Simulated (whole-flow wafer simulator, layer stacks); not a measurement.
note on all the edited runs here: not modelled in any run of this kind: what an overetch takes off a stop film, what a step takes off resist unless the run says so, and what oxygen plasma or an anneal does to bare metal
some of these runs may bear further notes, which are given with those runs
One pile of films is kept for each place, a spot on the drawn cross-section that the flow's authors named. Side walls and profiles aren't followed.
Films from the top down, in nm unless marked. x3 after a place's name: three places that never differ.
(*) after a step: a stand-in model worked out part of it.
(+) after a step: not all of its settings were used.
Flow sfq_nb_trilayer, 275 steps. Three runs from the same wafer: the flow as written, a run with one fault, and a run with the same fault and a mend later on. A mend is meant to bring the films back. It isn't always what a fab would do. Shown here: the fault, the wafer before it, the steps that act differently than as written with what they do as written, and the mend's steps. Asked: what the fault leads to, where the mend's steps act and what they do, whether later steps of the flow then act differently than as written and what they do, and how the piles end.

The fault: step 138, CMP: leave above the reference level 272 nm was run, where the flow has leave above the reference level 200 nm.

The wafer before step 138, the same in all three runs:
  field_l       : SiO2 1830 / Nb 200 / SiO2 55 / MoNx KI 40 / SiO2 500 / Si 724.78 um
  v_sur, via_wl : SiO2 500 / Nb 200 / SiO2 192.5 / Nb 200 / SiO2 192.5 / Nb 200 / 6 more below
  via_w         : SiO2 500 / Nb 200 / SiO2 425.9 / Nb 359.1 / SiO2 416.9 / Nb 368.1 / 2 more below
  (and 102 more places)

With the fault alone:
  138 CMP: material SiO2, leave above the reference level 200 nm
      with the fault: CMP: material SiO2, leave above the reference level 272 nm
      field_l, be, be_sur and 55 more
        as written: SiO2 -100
        with the fault: SiO2 -28
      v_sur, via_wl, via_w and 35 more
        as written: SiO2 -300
        with the fault: SiO2 -228
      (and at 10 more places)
  Later steps of the flow that act differently than as written (6 more steps differ only slightly, by at most 2% or 0.5 nm, whichever is larger, and aren't shown):
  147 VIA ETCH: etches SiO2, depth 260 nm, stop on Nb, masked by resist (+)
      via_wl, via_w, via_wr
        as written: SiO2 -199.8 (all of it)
        with the fault: SiO2 -260
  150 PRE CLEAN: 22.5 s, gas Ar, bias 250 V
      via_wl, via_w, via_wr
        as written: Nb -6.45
        with the fault: SiO2 -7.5
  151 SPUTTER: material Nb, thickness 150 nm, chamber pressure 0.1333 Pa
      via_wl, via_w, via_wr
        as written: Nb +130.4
        with the fault: Nb +123.3 (new film)
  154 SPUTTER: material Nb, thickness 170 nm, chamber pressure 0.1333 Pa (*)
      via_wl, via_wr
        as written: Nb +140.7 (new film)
        with the fault: Nb +103.1 (new film)
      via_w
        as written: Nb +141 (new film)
        with the fault: Nb +136 (new film)
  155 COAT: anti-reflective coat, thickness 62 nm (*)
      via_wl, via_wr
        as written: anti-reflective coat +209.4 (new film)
        with the fault: anti-reflective coat +321.3 (new film)
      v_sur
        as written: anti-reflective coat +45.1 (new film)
        with the fault: anti-reflective coat +42.8 (new film)
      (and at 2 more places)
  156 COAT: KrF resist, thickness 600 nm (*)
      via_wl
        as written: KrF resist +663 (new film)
        with the fault: KrF resist +648.6 (new film)
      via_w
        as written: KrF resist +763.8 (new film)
        with the fault: KrF resist +811.1 (new film)
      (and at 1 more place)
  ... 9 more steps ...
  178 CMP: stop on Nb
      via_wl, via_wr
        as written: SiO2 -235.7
        with the fault: SiO2 -227.2
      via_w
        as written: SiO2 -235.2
        with the fault: SiO2 -227.2
  At the end the piles differ from the flow's by more than 2% or 0.5 nm, whichever is larger, at field_l, v_sur, via_wl and 103 more.
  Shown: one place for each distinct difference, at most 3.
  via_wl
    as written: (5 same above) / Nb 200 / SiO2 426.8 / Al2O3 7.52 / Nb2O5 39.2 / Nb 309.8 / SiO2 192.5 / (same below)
    with the fault: (5 same above) / Nb 200 / SiO2 469.8 / Nb2O5 52.6 / Al2O3 0.96 / Al 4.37 / Nb 123.3 / SiO2 4.34 / Nb 200 / SiO2 192.5 / (same below)
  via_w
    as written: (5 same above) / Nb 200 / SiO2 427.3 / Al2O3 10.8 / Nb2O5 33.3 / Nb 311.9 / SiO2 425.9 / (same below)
    with the fault: (5 same above) / Nb 200 / SiO2 495.5 / Al2O3 10.1 / Nb2O5 34.7 / Nb 110.8 / SiO2 4.34 / Nb 200 / SiO2 425.9 / (same below)
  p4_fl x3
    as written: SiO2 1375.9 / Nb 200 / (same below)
    with the fault: SiO2 1447.9 / Nb 200 / (same below)

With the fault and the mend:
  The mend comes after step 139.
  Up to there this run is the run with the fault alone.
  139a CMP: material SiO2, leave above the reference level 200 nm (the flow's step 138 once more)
      field_l, v_sur, via_wl and 103 more
        SiO2 -72
  No later step of the flow acts differently than as written at any place that is followed.
  At the end the piles are the same as the flow's at every place that both follow.
